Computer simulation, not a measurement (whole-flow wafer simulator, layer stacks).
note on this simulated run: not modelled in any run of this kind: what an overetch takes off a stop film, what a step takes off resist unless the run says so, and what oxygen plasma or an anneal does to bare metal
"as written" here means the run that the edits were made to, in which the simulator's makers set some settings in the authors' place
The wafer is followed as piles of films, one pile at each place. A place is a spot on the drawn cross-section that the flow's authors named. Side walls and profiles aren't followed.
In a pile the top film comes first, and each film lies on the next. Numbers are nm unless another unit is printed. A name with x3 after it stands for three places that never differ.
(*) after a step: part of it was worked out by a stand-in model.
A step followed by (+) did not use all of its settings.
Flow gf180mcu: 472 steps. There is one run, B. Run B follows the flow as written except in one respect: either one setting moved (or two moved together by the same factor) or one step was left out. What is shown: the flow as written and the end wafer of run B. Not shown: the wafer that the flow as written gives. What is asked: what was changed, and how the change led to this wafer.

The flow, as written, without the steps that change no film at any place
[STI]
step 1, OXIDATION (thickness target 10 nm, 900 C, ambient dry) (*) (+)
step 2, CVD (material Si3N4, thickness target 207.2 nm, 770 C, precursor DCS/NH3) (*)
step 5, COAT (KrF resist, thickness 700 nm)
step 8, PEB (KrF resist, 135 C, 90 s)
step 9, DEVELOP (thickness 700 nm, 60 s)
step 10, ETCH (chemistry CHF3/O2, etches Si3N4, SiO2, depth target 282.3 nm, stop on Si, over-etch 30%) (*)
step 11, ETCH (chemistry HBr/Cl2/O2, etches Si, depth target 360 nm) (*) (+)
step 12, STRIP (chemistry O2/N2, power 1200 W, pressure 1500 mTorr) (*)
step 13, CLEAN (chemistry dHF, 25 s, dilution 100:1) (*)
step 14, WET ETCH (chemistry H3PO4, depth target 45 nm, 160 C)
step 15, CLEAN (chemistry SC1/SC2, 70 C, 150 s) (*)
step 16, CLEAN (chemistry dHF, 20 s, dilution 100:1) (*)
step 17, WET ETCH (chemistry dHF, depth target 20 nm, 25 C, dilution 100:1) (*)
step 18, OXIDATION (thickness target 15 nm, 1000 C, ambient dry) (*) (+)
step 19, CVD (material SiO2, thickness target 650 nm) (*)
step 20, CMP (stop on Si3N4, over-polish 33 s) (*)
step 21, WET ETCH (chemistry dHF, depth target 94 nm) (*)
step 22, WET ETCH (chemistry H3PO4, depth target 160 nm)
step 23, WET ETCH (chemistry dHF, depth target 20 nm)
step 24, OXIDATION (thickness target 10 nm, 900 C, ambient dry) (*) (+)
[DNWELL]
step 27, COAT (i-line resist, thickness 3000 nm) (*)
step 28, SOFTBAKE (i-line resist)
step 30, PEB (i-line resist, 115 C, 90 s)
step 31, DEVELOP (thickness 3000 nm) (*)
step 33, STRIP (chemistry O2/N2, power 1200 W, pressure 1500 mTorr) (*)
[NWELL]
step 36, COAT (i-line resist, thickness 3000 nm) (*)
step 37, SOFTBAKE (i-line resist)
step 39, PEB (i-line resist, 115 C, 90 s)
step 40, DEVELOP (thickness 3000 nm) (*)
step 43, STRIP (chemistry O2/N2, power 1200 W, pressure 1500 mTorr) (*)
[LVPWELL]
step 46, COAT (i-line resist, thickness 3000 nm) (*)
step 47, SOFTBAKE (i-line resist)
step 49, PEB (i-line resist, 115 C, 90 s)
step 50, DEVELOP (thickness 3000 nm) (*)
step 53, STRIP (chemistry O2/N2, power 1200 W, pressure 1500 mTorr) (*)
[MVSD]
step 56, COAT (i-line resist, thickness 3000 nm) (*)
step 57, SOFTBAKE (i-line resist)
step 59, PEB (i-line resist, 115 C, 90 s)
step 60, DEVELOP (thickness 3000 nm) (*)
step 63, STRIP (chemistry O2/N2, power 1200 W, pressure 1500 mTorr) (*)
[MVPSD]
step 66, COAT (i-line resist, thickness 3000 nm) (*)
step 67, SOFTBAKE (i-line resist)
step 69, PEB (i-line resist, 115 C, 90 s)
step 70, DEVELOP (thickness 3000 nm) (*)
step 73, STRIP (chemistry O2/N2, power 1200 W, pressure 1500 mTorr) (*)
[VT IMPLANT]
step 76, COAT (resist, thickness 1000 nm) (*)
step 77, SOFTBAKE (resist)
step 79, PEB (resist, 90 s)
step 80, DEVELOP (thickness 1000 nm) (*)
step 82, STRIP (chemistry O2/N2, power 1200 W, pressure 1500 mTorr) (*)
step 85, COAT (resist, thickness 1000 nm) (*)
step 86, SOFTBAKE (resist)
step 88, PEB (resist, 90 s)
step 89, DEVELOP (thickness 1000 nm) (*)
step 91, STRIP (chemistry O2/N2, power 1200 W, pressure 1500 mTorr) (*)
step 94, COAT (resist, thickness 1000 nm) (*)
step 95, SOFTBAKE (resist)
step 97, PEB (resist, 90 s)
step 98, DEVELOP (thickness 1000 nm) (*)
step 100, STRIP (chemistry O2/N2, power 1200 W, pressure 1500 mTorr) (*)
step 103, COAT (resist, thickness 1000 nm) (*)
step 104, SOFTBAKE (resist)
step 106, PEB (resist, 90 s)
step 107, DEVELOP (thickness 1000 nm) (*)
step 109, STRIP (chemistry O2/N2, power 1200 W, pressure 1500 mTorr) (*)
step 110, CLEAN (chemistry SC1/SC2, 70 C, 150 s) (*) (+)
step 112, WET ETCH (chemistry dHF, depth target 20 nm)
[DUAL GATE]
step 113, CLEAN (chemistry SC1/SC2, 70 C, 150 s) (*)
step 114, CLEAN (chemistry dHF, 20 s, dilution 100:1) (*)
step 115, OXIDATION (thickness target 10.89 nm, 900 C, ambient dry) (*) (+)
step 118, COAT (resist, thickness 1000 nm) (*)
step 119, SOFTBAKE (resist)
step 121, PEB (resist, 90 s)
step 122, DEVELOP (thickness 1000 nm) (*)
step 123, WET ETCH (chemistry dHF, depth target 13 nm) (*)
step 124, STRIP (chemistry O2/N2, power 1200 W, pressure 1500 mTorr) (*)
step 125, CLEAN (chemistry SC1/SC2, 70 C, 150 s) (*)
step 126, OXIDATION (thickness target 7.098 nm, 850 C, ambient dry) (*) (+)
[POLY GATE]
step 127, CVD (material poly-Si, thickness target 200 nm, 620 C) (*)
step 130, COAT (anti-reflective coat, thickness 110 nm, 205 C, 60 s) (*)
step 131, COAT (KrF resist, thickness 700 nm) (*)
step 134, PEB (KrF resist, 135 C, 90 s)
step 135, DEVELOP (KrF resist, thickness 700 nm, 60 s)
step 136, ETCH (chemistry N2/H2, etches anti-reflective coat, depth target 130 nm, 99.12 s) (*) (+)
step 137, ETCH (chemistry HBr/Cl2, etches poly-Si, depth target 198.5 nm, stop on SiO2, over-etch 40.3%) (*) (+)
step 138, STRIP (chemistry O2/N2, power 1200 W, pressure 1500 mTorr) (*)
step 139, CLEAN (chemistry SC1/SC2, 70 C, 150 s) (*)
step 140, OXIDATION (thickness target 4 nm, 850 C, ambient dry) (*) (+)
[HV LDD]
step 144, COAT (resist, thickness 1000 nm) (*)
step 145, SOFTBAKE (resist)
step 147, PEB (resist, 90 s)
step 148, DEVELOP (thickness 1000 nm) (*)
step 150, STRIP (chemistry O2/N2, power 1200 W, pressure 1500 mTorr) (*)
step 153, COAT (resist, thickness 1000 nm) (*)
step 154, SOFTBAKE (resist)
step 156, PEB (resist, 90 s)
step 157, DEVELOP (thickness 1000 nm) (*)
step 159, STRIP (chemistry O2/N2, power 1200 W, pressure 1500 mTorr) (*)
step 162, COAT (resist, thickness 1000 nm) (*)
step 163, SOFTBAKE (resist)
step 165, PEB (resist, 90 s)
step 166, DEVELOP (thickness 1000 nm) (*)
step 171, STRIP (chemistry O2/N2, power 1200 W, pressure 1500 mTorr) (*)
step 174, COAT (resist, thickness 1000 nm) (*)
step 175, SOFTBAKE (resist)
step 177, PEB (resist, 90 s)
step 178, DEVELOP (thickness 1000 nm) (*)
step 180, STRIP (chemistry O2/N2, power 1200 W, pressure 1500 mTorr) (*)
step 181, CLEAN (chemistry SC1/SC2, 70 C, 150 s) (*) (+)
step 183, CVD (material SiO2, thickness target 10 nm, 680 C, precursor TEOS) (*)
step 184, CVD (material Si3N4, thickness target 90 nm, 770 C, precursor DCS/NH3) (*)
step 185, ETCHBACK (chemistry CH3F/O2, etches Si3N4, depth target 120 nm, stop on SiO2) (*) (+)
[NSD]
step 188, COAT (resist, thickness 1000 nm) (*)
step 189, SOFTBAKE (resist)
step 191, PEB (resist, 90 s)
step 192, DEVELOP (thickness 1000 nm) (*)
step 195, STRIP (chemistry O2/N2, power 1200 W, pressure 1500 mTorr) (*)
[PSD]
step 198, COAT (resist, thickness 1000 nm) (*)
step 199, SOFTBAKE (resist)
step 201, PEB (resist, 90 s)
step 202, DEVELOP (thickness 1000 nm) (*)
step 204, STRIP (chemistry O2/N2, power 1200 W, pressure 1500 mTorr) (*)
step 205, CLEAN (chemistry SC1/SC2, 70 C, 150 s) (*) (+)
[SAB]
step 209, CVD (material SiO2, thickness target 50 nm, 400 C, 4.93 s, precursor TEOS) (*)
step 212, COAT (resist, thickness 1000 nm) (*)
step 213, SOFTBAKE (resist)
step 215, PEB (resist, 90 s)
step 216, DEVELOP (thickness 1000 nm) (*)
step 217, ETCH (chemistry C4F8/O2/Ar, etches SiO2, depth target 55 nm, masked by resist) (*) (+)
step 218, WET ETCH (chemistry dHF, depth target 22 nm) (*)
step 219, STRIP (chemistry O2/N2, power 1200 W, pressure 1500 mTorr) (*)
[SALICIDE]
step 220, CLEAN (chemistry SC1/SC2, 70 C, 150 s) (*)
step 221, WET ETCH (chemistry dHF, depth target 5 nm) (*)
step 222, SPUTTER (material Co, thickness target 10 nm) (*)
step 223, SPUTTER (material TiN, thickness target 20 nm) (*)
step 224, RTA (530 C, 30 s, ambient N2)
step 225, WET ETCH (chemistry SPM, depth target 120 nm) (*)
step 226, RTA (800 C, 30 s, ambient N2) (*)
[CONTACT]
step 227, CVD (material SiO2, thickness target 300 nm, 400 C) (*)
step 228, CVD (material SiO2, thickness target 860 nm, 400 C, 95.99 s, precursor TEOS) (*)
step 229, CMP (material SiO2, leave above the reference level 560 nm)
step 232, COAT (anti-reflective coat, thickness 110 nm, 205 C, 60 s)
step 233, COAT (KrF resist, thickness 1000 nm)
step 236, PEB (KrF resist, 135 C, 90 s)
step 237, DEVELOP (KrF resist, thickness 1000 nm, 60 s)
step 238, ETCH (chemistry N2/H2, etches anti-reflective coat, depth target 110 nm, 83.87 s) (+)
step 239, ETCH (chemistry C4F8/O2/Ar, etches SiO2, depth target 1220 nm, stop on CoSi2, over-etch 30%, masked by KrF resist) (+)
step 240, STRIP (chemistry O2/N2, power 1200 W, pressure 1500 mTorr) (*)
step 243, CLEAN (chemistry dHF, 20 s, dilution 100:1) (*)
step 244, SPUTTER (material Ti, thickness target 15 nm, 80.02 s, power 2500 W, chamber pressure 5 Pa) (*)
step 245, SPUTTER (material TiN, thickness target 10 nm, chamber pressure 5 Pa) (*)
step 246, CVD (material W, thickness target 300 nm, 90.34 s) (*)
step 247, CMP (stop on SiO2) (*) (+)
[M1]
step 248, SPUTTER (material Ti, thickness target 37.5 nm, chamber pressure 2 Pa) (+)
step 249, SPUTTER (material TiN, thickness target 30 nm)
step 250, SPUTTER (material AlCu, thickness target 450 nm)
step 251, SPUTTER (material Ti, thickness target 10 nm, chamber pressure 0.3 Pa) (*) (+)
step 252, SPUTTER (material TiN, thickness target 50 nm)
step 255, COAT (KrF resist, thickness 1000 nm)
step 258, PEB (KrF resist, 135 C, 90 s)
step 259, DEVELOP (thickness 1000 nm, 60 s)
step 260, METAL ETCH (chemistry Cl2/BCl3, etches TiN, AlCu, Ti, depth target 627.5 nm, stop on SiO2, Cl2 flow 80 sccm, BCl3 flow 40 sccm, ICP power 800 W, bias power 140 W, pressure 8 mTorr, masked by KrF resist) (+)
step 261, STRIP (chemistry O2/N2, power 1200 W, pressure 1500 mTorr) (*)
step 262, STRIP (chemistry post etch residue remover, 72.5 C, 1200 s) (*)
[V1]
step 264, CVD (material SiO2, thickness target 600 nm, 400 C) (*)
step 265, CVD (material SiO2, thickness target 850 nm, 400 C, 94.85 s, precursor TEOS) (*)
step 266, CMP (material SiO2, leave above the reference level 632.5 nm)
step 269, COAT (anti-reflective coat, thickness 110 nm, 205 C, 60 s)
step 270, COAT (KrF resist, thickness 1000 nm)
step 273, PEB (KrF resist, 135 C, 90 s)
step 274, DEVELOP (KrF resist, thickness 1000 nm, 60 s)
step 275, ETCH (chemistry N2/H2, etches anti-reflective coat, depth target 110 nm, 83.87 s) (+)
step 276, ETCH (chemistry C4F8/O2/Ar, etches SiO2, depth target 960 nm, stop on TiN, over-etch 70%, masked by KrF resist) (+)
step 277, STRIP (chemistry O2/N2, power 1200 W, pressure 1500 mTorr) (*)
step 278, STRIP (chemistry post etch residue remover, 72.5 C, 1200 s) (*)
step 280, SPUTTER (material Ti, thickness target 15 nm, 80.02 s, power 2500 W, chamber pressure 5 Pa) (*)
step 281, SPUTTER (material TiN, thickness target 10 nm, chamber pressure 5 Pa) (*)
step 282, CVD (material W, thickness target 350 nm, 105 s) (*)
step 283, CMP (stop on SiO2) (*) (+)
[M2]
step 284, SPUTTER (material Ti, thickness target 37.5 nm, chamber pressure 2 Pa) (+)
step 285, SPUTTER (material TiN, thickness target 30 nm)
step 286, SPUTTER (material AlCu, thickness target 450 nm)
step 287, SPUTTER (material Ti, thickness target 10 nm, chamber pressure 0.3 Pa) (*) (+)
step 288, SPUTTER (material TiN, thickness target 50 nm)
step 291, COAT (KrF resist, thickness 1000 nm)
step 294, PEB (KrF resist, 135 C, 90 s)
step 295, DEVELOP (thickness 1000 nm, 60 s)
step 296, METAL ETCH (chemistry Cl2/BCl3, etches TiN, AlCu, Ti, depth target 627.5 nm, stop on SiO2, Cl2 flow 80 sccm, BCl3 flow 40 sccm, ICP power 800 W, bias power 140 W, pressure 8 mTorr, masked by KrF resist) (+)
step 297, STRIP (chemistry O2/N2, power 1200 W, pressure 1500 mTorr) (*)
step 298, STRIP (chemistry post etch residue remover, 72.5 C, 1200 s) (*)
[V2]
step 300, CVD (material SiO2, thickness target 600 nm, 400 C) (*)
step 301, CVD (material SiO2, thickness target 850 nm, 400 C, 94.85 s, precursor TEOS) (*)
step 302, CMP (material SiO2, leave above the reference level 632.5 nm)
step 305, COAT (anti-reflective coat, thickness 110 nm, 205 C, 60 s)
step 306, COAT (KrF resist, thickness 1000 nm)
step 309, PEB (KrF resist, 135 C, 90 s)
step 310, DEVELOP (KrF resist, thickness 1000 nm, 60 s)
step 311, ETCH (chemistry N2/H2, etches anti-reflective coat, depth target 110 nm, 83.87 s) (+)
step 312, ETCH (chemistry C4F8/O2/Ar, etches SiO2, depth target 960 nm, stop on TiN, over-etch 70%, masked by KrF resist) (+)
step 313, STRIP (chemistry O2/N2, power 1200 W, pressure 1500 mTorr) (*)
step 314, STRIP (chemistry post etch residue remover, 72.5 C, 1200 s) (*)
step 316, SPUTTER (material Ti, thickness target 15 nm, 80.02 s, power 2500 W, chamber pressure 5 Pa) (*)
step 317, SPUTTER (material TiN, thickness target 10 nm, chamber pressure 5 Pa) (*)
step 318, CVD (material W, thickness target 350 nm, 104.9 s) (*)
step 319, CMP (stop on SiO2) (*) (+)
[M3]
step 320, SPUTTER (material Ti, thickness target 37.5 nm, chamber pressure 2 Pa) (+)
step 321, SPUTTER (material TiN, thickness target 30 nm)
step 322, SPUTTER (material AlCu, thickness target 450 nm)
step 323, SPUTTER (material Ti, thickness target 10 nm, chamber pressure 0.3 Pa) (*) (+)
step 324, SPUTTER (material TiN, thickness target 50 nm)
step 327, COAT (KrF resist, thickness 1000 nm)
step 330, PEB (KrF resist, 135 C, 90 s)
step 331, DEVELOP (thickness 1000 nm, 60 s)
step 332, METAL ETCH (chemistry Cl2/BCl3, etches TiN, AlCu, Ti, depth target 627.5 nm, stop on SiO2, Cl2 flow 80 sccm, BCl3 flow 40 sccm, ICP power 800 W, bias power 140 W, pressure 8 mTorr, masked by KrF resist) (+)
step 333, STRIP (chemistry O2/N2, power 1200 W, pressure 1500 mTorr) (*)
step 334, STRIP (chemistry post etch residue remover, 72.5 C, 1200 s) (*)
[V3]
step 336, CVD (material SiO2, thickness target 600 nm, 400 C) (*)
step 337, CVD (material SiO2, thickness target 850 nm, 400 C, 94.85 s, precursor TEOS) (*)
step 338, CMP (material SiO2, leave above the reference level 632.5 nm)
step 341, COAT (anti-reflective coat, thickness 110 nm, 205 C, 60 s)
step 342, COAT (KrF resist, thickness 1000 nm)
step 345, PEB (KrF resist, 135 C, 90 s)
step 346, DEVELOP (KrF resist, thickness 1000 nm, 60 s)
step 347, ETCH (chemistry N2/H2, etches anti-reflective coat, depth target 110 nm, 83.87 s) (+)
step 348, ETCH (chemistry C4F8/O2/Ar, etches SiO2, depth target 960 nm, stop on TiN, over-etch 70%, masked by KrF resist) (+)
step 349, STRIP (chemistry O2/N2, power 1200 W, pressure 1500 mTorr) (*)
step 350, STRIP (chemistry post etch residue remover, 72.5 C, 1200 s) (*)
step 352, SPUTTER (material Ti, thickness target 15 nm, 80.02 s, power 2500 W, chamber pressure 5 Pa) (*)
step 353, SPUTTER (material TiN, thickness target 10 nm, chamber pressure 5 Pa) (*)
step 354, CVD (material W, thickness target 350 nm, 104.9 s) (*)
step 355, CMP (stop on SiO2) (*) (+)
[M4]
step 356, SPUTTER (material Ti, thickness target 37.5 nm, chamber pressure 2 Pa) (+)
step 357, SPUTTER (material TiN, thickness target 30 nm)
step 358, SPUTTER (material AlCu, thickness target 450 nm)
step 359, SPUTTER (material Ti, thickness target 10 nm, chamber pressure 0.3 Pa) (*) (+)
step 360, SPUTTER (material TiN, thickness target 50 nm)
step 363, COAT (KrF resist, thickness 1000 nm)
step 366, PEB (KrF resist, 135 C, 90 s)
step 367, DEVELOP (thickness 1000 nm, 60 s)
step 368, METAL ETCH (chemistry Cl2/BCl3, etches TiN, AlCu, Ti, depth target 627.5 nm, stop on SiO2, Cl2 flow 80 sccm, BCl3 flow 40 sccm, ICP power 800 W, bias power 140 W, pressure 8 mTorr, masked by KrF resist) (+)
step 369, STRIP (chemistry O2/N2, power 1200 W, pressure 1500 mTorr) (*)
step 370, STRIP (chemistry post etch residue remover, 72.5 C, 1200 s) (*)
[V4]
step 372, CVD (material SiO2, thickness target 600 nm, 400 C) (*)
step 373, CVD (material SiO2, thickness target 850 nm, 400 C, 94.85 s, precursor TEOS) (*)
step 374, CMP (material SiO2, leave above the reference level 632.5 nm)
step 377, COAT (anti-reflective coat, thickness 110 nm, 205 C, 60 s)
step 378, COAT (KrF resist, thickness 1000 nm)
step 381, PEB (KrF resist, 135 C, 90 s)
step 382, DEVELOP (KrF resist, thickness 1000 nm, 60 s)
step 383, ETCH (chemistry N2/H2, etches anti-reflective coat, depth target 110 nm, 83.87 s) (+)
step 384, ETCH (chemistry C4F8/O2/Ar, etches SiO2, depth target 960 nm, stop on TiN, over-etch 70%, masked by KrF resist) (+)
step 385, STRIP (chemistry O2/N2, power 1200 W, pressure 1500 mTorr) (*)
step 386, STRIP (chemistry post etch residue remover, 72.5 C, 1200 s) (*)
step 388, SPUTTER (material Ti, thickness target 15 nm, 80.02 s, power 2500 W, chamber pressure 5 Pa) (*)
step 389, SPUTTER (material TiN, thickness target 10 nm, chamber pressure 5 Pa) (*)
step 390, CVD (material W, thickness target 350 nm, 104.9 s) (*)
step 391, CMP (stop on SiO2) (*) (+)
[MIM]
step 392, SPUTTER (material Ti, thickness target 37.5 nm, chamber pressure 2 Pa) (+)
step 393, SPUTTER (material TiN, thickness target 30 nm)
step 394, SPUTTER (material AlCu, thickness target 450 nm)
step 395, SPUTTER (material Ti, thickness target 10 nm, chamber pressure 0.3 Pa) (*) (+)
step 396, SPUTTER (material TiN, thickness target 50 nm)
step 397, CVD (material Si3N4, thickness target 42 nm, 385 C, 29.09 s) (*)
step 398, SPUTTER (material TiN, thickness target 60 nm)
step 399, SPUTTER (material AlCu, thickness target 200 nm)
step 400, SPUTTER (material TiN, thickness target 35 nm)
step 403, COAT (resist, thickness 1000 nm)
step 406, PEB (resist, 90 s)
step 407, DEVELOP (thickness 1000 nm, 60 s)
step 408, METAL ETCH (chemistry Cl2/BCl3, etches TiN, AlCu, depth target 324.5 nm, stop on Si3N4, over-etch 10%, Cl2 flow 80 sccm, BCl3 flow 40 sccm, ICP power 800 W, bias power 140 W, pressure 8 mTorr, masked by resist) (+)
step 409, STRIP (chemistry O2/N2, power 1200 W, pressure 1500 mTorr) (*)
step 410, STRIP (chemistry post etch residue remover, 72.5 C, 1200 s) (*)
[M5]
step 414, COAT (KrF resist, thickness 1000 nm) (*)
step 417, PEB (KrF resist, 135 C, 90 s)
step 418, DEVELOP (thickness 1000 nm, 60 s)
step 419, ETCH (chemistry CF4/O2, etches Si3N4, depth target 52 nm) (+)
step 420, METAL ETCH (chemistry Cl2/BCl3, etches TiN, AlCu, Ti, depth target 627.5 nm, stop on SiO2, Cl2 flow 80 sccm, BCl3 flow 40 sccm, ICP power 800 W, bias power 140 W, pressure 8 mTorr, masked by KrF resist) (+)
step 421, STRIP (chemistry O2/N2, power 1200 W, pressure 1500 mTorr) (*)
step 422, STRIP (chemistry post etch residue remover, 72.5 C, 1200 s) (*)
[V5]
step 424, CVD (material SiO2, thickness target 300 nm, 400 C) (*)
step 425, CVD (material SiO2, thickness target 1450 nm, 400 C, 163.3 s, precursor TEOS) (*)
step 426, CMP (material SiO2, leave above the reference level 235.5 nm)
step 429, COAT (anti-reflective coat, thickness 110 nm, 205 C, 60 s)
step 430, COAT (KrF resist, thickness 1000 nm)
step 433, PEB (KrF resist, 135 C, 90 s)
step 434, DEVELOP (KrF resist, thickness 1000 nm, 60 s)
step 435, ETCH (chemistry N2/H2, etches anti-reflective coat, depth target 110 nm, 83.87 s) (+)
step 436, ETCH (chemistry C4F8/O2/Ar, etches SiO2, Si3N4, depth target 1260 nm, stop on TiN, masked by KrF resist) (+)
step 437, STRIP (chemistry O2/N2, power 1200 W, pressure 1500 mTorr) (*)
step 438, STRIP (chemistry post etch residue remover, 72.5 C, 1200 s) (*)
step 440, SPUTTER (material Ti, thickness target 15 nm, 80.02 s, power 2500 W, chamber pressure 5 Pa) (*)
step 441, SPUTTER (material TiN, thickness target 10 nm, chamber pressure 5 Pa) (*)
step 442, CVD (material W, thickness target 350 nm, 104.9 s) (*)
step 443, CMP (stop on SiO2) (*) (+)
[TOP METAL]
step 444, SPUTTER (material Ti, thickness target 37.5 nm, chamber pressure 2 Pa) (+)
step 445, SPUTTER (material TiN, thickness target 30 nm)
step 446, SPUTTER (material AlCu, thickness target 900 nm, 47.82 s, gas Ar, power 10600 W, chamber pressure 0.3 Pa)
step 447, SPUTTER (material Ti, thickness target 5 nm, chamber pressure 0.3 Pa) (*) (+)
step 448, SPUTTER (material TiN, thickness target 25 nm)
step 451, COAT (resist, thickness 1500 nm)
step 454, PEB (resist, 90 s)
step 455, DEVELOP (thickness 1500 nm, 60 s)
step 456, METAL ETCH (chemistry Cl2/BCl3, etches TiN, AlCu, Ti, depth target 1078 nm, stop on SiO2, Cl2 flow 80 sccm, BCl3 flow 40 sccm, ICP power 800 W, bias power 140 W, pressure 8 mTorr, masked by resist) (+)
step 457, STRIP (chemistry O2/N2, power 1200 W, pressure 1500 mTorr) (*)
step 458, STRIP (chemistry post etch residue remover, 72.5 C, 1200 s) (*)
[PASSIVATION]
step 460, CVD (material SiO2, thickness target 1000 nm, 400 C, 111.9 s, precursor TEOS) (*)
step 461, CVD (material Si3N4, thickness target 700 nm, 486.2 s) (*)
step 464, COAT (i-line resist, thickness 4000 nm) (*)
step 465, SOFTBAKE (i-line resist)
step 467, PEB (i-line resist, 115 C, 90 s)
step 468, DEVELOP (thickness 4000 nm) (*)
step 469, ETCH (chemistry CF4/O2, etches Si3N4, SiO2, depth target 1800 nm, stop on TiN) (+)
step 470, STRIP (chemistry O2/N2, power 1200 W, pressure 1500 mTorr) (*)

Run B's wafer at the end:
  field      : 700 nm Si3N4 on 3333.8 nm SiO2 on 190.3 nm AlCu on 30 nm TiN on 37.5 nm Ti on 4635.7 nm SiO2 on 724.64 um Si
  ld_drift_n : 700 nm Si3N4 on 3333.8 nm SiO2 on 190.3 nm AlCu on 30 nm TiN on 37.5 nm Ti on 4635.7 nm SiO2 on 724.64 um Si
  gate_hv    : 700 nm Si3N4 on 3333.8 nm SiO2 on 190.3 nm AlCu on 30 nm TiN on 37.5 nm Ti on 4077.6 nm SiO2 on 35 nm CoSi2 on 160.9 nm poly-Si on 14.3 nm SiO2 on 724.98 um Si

The reason: step 368, METAL ETCH: depth target 314 nm was run, though the flow has depth target 627.5 nm.

How this came from the change, step by step:
  step 368, METAL ETCH (chemistry Cl2/BCl3, etches TiN, AlCu, Ti, depth target 627.5 nm, stop on SiO2, Cl2 flow 80 sccm, BCl3 flow 40 sccm, ICP power 800 W, bias power 140 W, pressure 8 mTorr, masked by KrF resist) (+)
      field, field__w1, field__w2 and 103 more: TiN loses 50 (all of it), Ti loses 10 (all of it), AlCu loses 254 (in the flow as written it would be: TiN loses 50 (all of it), Ti loses 10 (all of it), AlCu loses 450 (all of it), TiN loses 30 (all of it), Ti loses 37.5 (all of it))
      field__w8, contact, m1, m1__w1, m1_nw: KrF resist loses 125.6 (in the flow as written it would be: KrF resist loses 251)
  step 369, STRIP (chemistry O2/N2, power 1200 W, pressure 1500 mTorr) (*)
      field__w8, contact, m1, m1__w1, m1_nw: KrF resist loses 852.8 (all of it) (in the flow as written it would be: KrF resist loses 727.4 (all of it))
  step 370, STRIP (chemistry post etch residue remover, 72.5 C, 1200 s) (*)
      field, field__w1, field__w2 and 103 more: AlCu loses 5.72 (in the flow as written it would be: nothing)
  step 372, CVD (material SiO2, thickness target 600 nm, 400 C) (*)
      field, field__w1, field__w2 and 103 more: SiO2 gains 600 (new film) (in the flow as written it would be: SiO2 gains 600)
  step 374, CMP (material SiO2, leave above the reference level 632.5 nm)
      field, field__w1, field__w2 and 103 more: SiO2 loses 557.8 (in the flow as written it would be: SiO2 loses 300)
Taking metal films that touch as one body, field has 1 body; the flow as written gives 0 bodies.
Taking metal films that touch as one body, ld_drift_n has 1 body; the flow as written gives 0 bodies.
Taking metal films that touch as one body, gate_hv has 2 bodies (between them, from the top down: SiO2 4077.6); the flow as written gives 1 body.
